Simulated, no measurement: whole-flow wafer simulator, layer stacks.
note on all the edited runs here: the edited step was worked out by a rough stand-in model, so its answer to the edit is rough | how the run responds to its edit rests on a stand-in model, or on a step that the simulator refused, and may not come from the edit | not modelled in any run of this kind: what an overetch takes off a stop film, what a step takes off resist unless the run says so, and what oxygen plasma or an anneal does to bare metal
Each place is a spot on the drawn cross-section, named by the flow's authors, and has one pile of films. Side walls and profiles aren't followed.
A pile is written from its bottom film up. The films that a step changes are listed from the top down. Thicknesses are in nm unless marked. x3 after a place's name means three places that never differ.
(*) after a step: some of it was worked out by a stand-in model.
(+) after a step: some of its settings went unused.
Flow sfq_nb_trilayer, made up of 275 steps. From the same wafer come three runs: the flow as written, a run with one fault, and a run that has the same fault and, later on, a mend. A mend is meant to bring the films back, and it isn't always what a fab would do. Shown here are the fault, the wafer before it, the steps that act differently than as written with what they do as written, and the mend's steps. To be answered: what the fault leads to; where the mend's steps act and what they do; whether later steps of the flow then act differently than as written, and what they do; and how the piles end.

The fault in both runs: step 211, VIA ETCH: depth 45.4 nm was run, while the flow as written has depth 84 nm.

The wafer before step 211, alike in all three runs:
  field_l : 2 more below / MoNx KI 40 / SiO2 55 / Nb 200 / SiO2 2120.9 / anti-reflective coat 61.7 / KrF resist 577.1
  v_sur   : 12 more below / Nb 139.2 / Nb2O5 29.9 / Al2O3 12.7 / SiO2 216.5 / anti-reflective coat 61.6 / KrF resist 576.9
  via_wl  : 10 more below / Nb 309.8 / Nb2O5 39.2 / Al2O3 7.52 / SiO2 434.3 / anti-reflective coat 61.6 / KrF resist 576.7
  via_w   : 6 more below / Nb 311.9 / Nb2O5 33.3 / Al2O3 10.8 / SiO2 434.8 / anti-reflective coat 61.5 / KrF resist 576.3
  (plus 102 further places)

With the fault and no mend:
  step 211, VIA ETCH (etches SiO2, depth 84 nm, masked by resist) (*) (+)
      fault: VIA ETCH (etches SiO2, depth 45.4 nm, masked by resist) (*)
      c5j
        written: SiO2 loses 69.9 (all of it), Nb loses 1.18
        fault: SiO2 loses 45.4
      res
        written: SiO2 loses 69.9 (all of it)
        fault: SiO2 loses 45.4
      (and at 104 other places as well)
  Later steps of the flow acting differently than as written (5 other steps are not shown; they differ only slightly, by no more than 2% or 0.5 nm, whichever is larger):
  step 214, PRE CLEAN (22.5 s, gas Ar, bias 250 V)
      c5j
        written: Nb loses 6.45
        fault: SiO2 loses 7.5
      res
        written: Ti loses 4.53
        fault: SiO2 loses 7.5
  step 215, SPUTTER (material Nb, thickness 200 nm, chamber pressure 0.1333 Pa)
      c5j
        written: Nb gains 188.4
        fault: Nb gains 195.3 (new film)
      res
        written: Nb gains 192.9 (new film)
        fault: Nb gains 197.1 (new film)
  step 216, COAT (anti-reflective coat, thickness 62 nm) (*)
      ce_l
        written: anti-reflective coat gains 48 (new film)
        fault: anti-reflective coat gains 54.3 (new film)
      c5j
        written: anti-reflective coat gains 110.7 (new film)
        fault: anti-reflective coat gains 93 (new film)
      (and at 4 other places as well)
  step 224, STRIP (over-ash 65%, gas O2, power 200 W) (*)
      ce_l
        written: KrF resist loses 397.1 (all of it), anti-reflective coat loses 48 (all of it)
        fault: KrF resist loses 393.3 (all of it), anti-reflective coat loses 54.3 (all of it)
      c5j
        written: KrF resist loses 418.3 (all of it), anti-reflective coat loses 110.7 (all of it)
        fault: KrF resist loses 407.4 (all of it), anti-reflective coat loses 93 (all of it)
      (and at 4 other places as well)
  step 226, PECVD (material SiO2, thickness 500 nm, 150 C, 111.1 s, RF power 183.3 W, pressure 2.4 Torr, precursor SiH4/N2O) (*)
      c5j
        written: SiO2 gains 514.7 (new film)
        fault: SiO2 gains 500 (new film)
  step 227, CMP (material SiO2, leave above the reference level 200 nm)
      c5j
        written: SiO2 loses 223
        fault: SiO2 loses 239.8
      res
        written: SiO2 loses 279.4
        fault: SiO2 loses 305
  At c5j, res, the piles at the end differ from the flow's by more than 2% or 0.5 nm, whichever is larger.
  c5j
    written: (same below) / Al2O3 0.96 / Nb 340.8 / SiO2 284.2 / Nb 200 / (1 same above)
    fault: (same below) / Al2O3 0.96 / Nb 160 / SiO2 17 / Nb 195.3 / SiO2 252.7 / Nb 200 / (1 same above)
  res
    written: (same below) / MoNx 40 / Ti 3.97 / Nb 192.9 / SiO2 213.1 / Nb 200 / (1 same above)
    fault: (same below) / MoNx 40 / Ti 8.5 / SiO2 17 / Nb 197.1 / SiO2 187.5 / Nb 200 / (1 same above)

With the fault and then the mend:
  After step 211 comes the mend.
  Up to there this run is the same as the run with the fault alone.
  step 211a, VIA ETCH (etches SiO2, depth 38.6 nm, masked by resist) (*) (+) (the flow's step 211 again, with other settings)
      field_l, v_sur, via_wl and 101 more
        KrF resist loses 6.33
      c5j
        SiO2 loses 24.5 (all of it), Nb loses 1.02
      res
        SiO2 loses 24.5 (all of it)
  Later steps of the flow that are run all act as written at every place that is followed, up to a difference of at most 2% or 0.5 nm, whichever is larger.
  The piles end only slightly different from the flow's at the places that both follow, by no more than 2% or 0.5 nm, whichever is larger.
